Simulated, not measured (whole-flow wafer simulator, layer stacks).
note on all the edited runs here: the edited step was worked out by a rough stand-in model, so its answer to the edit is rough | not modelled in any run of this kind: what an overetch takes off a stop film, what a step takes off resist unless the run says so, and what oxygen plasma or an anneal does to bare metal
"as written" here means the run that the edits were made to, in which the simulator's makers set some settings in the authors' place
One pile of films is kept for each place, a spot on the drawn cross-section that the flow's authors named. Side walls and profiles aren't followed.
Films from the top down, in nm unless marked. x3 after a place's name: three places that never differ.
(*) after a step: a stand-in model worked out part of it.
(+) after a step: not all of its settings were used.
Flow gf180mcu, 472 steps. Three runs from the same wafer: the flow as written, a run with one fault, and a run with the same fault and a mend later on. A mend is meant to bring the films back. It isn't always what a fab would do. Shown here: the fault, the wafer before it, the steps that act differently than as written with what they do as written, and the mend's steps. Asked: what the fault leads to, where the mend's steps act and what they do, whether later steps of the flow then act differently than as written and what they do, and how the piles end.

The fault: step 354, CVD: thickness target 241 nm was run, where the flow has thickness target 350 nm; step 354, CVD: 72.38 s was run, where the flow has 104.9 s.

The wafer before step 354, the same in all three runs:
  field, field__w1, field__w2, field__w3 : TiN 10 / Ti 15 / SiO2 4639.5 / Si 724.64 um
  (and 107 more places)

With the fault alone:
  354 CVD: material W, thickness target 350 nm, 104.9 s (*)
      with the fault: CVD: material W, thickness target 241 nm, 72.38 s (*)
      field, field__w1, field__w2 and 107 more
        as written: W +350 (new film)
        with the fault: W +242.4 (new film)
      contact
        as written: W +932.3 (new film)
        with the fault: W +824.7 (new film)
  Later steps of the flow that act differently than as written:
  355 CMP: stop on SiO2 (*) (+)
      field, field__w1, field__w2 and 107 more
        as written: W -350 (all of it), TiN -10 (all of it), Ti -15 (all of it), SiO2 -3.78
        with the fault: W -242.4 (all of it), TiN -10 (all of it), Ti -15 (all of it), SiO2 -2.7
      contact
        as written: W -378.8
        with the fault: W -270.1
  At the end the piles differ from the flow's only slightly at the places that both follow, by at most 2% or 0.5 nm, whichever is larger.

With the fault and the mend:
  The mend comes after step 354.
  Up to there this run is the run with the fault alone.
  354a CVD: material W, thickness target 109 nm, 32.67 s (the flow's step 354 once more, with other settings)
      field, field__w1, field__w2 and 108 more
        W +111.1
  No later step of the flow acts differently than as written, at any place that is followed, by more than 2% or 0.5 nm, whichever is larger.
  At the end the piles differ from the flow's only slightly at the places that both follow, by at most 2% or 0.5 nm, whichever is larger.
